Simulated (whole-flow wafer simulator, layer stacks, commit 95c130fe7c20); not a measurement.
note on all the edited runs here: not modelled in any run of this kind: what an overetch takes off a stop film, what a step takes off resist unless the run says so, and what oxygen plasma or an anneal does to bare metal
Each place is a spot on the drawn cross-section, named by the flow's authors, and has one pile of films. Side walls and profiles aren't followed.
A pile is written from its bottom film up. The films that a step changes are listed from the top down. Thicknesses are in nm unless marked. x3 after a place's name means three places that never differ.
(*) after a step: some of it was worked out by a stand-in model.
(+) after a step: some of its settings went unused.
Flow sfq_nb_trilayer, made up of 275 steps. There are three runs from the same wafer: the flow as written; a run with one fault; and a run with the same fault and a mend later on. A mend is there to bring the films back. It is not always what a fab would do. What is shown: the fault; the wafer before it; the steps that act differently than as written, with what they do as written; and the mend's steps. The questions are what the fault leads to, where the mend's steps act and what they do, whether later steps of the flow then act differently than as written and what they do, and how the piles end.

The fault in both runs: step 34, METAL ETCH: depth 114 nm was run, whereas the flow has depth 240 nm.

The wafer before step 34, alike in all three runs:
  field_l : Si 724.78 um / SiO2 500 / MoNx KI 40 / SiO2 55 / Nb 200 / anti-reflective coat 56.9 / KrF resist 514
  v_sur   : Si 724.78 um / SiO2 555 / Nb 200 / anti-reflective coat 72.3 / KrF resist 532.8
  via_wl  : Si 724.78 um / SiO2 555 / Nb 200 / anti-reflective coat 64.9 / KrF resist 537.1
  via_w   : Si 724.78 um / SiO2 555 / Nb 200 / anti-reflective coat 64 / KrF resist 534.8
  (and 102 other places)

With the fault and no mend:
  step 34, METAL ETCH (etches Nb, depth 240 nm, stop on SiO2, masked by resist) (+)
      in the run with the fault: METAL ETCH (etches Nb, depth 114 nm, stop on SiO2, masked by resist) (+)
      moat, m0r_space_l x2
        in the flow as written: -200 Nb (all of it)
        in the run with the fault: -114 Nb
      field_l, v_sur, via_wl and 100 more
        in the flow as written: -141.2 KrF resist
        in the run with the fault: -67.1 KrF resist
  Steps further on in the flow that do not act as written:
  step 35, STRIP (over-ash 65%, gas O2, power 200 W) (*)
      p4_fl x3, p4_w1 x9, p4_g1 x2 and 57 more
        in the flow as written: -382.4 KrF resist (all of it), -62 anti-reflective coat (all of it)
        in the run with the fault: -456.5 KrF resist (all of it), -62 anti-reflective coat (all of it)
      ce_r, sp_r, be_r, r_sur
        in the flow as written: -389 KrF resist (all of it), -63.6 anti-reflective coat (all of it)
        in the run with the fault: -463.1 KrF resist (all of it), -63.6 anti-reflective coat (all of it)
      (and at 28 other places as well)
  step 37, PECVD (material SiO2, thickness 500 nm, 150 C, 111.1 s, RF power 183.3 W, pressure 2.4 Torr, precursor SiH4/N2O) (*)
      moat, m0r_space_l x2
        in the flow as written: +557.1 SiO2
        in the run with the fault: +500 SiO2 (new film)
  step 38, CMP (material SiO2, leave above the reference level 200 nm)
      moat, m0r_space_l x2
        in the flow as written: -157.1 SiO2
        in the run with the fault: -186 SiO2
  At moat, m0r_space_l x2, the piles at the end differ from the flow's by more than 2% or 0.5 nm, whichever is larger.
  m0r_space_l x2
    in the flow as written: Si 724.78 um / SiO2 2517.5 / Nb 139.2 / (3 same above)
    in the run with the fault: Si 724.78 um / SiO2 555 / Nb 86 / SiO2 1876.5 / Nb 139.2 / (3 same above)
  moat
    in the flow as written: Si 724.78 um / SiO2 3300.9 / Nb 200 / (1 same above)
    in the run with the fault: Si 724.78 um / SiO2 555 / Nb 86 / SiO2 2659.9 / Nb 200 / (1 same above)

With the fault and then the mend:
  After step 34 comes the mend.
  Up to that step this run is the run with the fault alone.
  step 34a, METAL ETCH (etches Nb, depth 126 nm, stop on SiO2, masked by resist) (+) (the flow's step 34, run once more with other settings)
      field_l, v_sur, via_wl and 100 more
        -74.1 KrF resist
      moat, m0r_space_l x2
        -86 Nb (all of it)
  Every later step of the flow that is run acts as written at every place that is followed.
  By the end, the piles equal the flow's at every place that both follow.
